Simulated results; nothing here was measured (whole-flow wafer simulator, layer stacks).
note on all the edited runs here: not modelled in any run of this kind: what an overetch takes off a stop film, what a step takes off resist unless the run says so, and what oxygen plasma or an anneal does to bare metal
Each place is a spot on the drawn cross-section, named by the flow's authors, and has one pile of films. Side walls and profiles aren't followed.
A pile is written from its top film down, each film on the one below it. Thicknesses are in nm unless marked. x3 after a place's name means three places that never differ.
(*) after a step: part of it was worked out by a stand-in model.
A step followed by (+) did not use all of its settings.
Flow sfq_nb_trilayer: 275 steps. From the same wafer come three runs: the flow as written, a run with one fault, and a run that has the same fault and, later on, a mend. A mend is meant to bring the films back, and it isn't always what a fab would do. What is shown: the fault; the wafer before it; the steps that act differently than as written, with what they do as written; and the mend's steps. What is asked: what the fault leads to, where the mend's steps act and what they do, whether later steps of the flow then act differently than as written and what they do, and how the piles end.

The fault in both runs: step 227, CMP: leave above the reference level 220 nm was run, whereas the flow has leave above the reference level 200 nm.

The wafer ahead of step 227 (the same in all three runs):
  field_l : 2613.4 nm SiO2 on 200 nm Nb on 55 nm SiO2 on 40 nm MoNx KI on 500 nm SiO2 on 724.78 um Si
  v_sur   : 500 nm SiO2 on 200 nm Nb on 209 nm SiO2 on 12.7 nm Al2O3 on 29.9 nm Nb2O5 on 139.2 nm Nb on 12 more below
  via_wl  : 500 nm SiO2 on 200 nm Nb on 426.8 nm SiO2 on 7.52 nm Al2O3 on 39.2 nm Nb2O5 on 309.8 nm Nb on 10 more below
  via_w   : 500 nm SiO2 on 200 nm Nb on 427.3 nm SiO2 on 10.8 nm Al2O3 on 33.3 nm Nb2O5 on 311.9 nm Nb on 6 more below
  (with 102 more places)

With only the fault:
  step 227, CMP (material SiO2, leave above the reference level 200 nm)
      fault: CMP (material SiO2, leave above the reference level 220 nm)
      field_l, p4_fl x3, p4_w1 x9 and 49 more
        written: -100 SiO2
        fault: -80 SiO2
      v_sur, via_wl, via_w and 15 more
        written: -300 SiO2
        fault: -280 SiO2
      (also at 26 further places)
  Steps further on in the flow that do not act as written (not shown: 3 more steps that differ only slightly, by at most 2% or 0.5 nm, whichever is larger):
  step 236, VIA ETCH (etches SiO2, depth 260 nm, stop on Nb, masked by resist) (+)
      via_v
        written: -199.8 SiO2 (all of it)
        fault: -219.8 SiO2 (all of it)
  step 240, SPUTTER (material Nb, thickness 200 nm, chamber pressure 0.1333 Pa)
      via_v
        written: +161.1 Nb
        fault: +156.4 Nb
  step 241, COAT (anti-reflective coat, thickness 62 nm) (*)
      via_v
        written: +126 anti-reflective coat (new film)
        fault: +130.4 anti-reflective coat (new film)
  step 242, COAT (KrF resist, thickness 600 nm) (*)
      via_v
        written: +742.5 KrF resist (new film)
        fault: +759.5 KrF resist (new film)
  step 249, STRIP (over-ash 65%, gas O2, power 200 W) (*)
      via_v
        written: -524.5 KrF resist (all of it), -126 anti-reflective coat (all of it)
        fault: -541.5 KrF resist (all of it), -130.4 anti-reflective coat (all of it)
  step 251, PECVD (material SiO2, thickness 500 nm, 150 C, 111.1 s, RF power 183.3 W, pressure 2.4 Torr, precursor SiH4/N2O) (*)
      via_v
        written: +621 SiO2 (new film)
        fault: +645.7 SiO2 (new film)
  The piles end different from the flow's at v_sur, via_wl, via_w and 38 more by more than 2% or 0.5 nm, whichever is larger.
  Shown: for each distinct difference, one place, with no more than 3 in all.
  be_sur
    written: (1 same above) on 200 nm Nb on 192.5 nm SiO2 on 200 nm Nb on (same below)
    fault: (1 same above) on 200 nm Nb on 212.5 nm SiO2 on 200 nm Nb on (same below)
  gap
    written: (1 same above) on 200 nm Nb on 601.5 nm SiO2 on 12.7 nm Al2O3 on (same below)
    fault: (1 same above) on 200 nm Nb on 621.5 nm SiO2 on 12.7 nm Al2O3 on (same below)
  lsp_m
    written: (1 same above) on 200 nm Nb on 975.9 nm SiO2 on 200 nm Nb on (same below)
    fault: (1 same above) on 200 nm Nb on 995.9 nm SiO2 on 200 nm Nb on (same below)

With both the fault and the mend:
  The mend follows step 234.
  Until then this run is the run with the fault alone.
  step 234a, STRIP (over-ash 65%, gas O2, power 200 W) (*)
      field_l, v_sur, via_wl and 102 more
        -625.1 KrF resist (all of it), -62 anti-reflective coat (all of it)
      via_v
        -62 anti-reflective coat (all of it)
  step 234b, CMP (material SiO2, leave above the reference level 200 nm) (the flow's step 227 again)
      field_l, v_sur, via_wl and 103 more
        -20 SiO2
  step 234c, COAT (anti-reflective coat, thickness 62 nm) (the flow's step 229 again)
      field_l, v_sur, via_wl and 103 more
        +62 anti-reflective coat (new film)
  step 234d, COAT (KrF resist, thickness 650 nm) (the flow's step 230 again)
      field_l, v_sur, via_wl and 103 more
        +650 KrF resist (new film)
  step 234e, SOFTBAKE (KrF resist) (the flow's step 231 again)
      alters no film at any place that is followed
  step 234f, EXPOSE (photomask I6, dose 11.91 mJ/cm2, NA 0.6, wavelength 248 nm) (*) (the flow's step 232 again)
      alters no film at any place that is followed
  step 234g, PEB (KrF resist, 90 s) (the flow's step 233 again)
      field_l, v_sur, via_wl and 103 more
        -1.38 KrF resist
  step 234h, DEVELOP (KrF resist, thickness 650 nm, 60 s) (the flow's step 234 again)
      field_l, v_sur, via_wl and 102 more
        -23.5 KrF resist
      via_v
        -648.6 KrF resist (all of it)
  None of the later steps of the flow acts differently than as written at any place that is followed.
  By the end, the piles equal the flow's at every place that both follow.
